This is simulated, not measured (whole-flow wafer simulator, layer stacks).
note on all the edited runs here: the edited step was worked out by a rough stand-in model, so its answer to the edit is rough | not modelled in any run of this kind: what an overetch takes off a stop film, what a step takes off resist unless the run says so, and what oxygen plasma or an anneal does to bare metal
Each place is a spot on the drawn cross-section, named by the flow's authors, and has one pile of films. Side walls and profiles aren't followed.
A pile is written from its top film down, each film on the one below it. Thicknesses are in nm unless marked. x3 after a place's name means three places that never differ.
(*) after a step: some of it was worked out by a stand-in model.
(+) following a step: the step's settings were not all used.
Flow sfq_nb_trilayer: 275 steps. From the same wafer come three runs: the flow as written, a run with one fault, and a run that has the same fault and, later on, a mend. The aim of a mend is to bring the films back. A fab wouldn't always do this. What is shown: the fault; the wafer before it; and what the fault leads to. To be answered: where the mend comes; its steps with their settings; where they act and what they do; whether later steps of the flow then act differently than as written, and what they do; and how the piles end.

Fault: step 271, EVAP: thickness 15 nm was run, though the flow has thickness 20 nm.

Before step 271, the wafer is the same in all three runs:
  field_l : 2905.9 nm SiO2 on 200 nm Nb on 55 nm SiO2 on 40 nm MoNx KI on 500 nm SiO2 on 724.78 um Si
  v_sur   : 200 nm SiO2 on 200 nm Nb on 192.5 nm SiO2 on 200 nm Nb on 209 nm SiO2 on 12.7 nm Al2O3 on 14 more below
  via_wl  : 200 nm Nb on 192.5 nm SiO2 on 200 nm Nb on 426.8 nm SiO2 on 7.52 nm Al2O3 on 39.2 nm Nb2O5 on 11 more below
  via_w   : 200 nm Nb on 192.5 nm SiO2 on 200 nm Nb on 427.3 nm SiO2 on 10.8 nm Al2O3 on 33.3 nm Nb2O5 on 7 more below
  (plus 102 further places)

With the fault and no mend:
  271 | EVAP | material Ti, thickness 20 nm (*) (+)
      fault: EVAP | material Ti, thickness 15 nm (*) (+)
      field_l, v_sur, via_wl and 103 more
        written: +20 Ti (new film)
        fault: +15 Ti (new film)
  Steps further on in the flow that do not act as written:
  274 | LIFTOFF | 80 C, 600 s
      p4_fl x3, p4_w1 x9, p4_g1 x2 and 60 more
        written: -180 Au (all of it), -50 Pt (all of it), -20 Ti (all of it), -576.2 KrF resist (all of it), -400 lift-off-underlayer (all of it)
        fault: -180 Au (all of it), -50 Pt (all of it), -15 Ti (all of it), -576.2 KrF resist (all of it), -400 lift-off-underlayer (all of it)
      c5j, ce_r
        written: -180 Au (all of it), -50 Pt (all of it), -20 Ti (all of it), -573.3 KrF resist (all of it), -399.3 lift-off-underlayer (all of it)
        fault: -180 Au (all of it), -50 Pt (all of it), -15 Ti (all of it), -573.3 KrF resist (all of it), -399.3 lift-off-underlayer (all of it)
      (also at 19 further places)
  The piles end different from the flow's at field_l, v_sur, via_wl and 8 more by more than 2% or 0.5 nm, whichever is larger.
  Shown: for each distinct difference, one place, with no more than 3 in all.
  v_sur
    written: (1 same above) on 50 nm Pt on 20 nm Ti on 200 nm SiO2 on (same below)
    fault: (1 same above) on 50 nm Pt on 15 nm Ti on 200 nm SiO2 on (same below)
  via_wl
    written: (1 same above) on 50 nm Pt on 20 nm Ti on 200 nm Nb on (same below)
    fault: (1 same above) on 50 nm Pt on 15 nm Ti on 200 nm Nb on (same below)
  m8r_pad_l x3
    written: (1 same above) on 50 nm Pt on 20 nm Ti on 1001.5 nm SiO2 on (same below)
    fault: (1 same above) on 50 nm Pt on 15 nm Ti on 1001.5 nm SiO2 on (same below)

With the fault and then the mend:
  The mend stands after step 271.
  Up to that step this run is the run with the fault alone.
  271a | EVAP | material Ti, thickness 5 nm (*) (+) (the flow's step 271, run once more with other settings)
      field_l, v_sur, via_wl and 103 more
        +5 Ti
  Every later step of the flow that is run acts as written at every place that is followed.
  By the end, the piles equal the flow's at every place that both follow.
